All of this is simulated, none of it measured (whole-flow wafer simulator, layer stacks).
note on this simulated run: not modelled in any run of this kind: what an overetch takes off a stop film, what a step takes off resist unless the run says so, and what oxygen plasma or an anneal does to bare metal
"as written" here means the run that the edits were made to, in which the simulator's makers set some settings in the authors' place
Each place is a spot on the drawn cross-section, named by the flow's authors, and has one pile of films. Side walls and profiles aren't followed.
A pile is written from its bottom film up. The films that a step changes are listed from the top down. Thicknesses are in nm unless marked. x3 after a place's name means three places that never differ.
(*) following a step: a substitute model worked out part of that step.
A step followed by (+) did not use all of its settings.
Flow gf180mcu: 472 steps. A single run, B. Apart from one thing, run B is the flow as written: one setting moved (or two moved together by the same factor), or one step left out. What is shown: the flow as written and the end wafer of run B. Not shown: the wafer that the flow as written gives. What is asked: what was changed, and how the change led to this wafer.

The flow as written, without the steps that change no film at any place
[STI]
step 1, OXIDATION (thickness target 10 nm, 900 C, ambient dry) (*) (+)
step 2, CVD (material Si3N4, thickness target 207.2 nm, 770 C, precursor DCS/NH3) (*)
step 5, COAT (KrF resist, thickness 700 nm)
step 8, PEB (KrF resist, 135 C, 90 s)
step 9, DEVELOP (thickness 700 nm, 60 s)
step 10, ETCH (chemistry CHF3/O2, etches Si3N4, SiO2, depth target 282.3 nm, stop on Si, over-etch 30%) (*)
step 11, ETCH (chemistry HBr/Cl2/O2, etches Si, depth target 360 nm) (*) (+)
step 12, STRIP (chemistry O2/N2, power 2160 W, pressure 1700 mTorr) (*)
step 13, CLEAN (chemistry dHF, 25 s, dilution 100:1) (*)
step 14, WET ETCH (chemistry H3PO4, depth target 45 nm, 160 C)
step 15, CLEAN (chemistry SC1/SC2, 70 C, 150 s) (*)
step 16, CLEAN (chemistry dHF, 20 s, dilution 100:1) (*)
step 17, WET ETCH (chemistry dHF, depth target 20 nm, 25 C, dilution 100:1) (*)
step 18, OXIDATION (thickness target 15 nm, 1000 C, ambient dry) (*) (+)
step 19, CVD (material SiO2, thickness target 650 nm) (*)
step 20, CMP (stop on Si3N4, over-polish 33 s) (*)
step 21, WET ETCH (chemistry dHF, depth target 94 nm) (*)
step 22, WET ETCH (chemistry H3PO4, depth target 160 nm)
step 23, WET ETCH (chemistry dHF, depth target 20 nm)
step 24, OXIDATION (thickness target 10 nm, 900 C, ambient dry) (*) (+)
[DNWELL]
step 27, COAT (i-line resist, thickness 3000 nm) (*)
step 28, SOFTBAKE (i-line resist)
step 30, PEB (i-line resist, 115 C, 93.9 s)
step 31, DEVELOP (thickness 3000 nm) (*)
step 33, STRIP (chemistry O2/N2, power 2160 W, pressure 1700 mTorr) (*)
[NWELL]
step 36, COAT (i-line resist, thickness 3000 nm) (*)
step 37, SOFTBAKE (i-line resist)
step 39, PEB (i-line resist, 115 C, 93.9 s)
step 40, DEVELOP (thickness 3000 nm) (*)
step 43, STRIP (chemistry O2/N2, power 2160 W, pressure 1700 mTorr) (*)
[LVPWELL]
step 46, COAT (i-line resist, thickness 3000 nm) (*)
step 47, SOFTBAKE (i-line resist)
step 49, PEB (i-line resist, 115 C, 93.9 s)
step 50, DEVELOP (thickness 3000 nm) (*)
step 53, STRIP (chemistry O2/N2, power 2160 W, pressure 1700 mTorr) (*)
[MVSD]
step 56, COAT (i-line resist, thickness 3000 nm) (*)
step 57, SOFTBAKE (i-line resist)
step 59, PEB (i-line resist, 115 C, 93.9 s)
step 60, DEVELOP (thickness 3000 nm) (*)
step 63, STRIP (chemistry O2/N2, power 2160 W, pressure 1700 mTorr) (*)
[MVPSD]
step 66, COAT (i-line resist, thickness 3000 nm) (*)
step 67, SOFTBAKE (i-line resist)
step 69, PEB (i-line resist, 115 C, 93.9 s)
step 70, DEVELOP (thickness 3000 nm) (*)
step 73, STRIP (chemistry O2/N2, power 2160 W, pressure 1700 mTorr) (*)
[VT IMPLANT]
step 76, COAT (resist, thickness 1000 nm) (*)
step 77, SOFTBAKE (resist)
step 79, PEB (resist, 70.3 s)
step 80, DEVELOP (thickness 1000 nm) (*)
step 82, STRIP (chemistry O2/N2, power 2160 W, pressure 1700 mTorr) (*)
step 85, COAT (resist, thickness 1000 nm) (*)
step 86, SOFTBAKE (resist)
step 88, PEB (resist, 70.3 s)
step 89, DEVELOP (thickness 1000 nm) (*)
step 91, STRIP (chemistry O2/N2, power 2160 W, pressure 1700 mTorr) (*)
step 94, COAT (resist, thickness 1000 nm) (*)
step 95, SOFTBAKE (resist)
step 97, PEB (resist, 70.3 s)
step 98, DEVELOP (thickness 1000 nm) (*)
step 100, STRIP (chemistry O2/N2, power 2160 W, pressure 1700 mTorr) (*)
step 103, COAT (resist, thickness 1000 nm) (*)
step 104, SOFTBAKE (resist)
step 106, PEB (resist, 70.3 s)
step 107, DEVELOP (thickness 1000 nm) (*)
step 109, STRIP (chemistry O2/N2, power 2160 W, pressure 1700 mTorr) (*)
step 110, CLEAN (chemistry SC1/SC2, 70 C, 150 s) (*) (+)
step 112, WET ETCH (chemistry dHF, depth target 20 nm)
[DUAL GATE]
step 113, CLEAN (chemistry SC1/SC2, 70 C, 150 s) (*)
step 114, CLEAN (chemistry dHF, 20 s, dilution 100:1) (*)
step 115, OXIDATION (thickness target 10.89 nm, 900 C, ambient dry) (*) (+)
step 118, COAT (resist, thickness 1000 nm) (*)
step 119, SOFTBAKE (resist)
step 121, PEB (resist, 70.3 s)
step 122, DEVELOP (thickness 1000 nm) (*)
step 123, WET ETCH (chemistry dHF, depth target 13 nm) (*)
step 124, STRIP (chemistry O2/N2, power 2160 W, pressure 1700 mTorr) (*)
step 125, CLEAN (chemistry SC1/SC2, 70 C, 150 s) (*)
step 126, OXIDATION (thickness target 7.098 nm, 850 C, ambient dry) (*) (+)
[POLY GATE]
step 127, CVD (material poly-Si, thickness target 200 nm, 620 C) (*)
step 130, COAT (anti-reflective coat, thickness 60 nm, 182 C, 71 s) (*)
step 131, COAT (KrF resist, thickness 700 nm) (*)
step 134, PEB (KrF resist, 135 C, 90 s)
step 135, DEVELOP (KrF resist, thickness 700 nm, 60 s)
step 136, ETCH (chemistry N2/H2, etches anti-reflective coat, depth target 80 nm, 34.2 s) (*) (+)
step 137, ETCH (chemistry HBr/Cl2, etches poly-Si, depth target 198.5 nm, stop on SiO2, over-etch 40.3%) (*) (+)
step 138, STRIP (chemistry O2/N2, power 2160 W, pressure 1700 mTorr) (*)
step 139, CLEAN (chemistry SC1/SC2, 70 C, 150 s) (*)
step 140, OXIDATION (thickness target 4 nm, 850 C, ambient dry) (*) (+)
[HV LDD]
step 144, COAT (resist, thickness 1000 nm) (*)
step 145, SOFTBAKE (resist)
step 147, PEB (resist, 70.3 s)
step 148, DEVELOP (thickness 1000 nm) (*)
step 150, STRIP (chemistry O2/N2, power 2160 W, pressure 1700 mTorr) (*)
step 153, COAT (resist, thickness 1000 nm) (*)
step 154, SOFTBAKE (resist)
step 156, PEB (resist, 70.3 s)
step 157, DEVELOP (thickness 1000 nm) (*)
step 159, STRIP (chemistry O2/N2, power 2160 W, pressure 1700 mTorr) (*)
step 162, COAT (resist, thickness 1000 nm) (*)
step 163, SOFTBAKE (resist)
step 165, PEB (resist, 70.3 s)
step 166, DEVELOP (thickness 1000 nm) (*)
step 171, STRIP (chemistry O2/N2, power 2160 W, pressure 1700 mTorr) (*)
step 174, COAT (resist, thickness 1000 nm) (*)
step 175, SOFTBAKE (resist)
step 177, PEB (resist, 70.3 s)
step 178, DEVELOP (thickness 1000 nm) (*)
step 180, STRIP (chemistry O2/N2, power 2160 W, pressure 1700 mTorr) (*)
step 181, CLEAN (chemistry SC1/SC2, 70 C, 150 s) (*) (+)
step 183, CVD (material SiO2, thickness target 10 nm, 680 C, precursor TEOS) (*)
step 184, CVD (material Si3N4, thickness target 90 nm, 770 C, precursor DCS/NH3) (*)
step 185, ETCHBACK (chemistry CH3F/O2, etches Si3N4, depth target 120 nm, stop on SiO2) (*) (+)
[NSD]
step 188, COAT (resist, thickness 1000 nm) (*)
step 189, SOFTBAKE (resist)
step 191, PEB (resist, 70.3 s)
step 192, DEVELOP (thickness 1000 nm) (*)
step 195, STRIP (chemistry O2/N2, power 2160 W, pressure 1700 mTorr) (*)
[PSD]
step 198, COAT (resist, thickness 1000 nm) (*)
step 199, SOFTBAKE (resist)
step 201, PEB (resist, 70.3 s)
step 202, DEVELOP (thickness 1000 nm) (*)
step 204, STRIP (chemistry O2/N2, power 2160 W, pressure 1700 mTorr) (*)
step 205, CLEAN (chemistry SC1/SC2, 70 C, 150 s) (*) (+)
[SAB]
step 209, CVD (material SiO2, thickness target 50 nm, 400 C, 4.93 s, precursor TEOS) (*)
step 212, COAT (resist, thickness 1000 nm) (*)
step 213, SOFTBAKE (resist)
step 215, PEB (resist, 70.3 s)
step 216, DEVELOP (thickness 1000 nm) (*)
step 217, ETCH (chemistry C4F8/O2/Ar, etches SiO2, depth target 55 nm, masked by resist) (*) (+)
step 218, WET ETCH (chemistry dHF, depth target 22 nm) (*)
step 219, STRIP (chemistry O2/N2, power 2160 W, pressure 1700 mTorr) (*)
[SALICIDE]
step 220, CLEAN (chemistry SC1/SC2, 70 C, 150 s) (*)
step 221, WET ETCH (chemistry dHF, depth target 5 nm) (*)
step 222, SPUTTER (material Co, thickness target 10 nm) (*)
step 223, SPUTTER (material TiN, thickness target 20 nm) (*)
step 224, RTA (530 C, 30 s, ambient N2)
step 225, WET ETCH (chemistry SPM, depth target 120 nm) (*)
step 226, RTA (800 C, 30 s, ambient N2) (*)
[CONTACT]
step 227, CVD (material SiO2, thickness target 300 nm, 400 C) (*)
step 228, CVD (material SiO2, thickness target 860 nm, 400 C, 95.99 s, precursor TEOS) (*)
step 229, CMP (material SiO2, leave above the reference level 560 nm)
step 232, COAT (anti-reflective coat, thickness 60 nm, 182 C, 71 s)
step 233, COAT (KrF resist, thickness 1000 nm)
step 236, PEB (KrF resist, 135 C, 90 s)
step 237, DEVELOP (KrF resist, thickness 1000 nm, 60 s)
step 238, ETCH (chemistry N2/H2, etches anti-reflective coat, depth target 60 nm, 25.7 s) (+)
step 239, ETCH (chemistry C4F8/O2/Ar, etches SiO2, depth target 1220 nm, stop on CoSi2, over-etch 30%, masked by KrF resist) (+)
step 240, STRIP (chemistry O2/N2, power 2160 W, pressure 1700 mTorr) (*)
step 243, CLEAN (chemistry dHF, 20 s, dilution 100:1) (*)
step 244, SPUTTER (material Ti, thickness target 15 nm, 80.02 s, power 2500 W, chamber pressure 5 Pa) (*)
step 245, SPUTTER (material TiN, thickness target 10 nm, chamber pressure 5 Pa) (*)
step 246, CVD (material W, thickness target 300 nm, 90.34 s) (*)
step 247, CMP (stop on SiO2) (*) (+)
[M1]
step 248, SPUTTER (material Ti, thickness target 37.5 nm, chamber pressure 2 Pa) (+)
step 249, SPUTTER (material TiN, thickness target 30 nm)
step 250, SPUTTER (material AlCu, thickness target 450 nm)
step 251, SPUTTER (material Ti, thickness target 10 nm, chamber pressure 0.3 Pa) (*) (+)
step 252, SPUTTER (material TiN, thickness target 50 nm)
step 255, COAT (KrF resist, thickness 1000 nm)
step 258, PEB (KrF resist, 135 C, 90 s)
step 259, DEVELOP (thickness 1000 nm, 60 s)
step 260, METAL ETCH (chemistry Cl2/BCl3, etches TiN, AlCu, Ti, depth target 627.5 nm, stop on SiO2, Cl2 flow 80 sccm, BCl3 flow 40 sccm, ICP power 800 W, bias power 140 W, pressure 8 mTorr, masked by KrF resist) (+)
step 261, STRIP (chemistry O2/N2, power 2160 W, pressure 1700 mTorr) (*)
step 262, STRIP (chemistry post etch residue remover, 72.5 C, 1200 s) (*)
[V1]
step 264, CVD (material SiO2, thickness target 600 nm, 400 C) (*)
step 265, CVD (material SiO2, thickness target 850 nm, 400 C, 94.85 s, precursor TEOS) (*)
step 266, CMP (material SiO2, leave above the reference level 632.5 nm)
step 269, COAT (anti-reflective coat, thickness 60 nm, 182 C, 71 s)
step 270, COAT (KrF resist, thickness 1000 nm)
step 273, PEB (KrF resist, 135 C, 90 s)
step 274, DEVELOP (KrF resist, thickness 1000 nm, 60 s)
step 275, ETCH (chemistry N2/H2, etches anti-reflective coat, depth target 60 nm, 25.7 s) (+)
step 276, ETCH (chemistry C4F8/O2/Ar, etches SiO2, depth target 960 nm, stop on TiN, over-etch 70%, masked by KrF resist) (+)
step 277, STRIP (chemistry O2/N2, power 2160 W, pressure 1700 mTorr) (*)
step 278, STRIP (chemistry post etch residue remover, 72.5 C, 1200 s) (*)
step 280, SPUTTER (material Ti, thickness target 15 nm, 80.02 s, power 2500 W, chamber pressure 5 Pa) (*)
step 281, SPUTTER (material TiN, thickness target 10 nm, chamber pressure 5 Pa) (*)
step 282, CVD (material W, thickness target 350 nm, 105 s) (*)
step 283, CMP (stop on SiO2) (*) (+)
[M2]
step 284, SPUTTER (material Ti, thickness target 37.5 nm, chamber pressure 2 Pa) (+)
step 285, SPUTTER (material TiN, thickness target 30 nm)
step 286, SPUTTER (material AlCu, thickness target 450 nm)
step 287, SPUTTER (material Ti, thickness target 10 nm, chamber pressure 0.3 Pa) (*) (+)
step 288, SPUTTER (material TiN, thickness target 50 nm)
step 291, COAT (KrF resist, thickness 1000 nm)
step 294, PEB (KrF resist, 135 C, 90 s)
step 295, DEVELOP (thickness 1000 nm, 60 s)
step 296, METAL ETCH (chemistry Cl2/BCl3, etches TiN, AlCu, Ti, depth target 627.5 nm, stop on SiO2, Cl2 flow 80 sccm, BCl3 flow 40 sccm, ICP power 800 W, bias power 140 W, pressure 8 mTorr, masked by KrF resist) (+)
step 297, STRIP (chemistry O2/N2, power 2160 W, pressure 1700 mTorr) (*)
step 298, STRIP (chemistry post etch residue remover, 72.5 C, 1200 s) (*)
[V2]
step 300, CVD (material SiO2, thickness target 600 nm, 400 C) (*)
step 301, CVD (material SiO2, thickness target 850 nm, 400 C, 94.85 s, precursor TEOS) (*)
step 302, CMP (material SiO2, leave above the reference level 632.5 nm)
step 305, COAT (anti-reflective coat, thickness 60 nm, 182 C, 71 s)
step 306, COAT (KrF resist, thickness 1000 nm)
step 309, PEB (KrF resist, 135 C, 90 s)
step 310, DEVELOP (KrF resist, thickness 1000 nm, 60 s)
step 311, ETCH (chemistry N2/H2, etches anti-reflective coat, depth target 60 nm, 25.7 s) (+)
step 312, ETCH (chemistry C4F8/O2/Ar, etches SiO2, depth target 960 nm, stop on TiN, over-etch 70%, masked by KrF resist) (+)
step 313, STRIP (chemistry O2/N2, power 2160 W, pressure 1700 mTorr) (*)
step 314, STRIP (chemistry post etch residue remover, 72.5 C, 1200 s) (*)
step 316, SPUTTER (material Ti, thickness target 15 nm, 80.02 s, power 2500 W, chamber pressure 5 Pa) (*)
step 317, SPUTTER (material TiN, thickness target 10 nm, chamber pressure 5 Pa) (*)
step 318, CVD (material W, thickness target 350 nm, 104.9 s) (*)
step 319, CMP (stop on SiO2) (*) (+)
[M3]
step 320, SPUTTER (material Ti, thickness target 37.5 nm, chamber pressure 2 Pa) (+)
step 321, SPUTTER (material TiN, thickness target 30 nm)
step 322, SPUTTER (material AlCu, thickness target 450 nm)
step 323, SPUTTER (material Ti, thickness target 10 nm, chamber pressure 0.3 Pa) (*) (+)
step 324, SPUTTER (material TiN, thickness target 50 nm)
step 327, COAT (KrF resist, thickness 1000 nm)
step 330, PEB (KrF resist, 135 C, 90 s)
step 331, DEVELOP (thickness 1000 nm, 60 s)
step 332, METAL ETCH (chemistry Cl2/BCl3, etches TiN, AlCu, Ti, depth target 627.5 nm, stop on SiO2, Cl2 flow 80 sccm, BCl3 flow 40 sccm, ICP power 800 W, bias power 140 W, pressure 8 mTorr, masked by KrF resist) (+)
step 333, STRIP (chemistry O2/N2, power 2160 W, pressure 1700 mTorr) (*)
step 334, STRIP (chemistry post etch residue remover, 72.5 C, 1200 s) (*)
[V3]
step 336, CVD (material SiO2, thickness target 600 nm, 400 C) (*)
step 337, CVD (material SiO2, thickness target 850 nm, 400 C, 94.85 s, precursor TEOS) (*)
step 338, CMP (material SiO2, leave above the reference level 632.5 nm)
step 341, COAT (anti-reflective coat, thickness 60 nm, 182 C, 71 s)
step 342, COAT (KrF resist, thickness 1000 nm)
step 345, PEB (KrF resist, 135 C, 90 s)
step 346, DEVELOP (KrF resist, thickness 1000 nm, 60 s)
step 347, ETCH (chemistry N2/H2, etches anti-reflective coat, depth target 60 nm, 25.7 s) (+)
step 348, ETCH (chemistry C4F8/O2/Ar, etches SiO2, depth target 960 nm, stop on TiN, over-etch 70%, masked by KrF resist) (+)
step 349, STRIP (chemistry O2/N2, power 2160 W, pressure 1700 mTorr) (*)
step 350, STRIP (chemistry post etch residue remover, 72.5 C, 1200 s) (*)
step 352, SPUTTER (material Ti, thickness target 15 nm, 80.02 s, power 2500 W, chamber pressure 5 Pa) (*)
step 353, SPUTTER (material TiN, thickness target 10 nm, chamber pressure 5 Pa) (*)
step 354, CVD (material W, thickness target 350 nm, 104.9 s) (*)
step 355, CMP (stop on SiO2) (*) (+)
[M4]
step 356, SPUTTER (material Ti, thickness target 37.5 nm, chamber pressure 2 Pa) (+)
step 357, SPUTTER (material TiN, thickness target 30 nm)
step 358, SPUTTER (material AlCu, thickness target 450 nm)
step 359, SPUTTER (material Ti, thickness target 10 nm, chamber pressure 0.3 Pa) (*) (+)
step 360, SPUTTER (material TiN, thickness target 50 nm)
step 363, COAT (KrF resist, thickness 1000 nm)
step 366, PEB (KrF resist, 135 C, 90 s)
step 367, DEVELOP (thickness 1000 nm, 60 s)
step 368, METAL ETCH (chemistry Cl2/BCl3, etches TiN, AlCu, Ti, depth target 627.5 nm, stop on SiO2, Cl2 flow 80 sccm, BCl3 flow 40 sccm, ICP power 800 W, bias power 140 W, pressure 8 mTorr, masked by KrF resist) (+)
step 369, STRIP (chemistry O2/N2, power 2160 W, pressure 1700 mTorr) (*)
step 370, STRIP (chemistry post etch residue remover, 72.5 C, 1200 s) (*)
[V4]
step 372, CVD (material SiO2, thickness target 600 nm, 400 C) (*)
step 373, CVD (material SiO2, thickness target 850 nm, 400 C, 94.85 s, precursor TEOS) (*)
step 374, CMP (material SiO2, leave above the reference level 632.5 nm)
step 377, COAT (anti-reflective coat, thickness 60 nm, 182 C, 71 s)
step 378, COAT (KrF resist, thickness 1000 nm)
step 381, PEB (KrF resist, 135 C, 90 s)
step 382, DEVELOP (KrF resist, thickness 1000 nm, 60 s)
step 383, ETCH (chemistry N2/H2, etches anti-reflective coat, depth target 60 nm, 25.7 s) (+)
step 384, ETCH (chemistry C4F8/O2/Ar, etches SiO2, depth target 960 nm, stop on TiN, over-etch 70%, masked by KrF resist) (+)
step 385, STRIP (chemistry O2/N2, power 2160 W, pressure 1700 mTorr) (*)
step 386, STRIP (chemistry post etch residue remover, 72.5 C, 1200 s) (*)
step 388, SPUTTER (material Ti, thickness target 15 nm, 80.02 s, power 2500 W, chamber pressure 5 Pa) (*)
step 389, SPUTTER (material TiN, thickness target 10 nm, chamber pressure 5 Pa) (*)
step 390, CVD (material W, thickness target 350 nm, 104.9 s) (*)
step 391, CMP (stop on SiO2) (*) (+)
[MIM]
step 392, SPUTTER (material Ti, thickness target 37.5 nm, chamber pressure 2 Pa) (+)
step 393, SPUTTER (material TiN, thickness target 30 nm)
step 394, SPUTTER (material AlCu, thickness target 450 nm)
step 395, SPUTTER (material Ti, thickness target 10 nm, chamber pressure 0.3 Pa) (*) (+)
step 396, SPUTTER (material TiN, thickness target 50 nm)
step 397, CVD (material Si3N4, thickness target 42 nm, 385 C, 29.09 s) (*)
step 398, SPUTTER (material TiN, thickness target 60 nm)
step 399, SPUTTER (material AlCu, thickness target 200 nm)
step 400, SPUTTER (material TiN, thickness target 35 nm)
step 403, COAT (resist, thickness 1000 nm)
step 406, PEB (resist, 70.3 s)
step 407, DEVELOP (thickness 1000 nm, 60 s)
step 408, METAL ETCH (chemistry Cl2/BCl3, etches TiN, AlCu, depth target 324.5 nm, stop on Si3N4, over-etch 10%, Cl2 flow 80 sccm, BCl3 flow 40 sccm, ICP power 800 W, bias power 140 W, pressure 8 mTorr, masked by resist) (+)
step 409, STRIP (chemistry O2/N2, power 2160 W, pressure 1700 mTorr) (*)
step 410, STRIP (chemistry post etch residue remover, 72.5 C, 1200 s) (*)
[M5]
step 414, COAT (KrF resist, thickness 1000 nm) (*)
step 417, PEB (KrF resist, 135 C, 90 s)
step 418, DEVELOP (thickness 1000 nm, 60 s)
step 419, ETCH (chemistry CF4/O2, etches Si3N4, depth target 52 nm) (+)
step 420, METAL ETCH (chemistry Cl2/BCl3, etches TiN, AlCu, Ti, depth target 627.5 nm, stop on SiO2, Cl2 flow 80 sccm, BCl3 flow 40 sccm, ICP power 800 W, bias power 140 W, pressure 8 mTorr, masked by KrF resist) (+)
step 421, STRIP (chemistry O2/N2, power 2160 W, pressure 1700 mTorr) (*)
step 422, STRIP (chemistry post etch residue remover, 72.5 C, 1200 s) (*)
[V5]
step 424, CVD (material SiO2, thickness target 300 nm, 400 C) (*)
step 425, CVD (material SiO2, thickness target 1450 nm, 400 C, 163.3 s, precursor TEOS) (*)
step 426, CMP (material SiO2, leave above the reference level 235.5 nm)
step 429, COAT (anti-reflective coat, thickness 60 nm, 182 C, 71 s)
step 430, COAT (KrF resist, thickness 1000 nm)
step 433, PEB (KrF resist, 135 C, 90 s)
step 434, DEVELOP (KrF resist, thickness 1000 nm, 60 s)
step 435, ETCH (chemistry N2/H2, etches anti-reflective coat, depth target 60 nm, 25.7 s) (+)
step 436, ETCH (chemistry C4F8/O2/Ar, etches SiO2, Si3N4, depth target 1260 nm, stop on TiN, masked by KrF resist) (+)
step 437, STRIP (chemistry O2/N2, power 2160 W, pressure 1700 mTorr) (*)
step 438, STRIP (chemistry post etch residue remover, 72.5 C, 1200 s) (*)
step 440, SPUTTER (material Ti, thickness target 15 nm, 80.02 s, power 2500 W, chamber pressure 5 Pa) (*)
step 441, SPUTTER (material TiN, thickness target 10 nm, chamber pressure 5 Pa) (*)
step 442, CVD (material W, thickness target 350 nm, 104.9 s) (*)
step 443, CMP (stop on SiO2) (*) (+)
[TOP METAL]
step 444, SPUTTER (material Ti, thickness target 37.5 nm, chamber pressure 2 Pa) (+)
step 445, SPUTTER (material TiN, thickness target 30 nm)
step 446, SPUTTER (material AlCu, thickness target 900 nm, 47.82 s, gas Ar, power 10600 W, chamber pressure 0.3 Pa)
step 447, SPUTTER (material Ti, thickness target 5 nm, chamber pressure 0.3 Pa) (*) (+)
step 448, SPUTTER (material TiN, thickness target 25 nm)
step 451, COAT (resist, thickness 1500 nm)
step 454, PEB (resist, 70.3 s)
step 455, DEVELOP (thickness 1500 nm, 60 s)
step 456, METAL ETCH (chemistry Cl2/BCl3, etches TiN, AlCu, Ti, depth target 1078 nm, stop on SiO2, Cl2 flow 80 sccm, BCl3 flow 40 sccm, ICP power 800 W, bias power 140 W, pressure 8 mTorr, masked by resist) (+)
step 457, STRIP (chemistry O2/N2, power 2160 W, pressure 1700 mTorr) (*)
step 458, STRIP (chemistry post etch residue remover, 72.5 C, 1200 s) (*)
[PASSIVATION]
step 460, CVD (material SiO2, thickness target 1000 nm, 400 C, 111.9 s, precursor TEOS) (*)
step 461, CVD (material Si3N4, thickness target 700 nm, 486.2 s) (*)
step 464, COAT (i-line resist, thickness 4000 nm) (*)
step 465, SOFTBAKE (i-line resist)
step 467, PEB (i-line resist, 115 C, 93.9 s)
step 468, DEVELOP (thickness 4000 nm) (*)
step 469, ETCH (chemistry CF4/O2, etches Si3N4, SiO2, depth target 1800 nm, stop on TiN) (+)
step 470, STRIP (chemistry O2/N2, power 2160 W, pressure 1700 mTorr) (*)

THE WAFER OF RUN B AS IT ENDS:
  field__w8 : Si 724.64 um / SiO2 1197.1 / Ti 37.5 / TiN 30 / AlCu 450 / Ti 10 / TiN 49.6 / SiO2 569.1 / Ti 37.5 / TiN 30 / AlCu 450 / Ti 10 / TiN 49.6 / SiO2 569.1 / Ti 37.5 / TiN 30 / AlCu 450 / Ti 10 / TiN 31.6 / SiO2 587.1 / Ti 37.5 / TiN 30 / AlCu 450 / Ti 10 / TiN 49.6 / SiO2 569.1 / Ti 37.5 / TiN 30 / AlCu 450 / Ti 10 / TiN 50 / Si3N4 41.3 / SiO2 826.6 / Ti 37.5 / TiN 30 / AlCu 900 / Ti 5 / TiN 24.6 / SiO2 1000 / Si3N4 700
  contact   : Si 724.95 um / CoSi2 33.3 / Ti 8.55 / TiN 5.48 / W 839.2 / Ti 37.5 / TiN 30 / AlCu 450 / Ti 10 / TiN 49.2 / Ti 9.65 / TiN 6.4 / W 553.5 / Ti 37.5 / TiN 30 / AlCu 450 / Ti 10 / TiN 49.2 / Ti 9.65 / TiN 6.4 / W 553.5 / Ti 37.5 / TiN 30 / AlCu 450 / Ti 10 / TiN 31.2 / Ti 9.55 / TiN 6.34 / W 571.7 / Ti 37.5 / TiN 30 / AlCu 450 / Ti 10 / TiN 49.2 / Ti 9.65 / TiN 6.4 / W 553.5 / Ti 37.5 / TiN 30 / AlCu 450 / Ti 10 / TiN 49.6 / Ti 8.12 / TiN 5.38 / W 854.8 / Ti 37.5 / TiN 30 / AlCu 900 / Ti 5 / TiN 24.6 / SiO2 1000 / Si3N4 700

The reason: step 324, SPUTTER: thickness target 32 nm was run, though the flow has thickness target 50 nm.

The path from the change to this, step by step:
  step 324, SPUTTER (material TiN, thickness target 50 nm)
      field, field__w1, field__w2 and 108 more: +32 TiN (new film) (it would be, as written: +50 TiN (new film))
  step 332, METAL ETCH (chemistry Cl2/BCl3, etches TiN, AlCu, Ti, depth target 627.5 nm, stop on SiO2, Cl2 flow 80 sccm, BCl3 flow 40 sccm, ICP power 800 W, bias power 140 W, pressure 8 mTorr, masked by KrF resist) (+)
      field, field__w1, field__w2 and 103 more: -32 TiN (all of it), -10 Ti (all of it), -450 AlCu (all of it), -30 TiN (all of it), -37.5 Ti (all of it) (it would be, as written: -50 TiN (all of it), -10 Ti (all of it), -450 AlCu (all of it), -30 TiN (all of it), -37.5 Ti (all of it))
  step 338, CMP (material SiO2, leave above the reference level 632.5 nm)
      field__w8, contact, m1, m1__w1, m1_nw: -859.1 SiO2 (it would be, as written: -877.1 SiO2)
  step 348, ETCH (chemistry C4F8/O2/Ar, etches SiO2, depth target 960 nm, stop on TiN, over-etch 70%, masked by KrF resist) (+)
      contact: -590.5 SiO2 (all of it) (it would be, as written: -572.5 SiO2 (all of it))
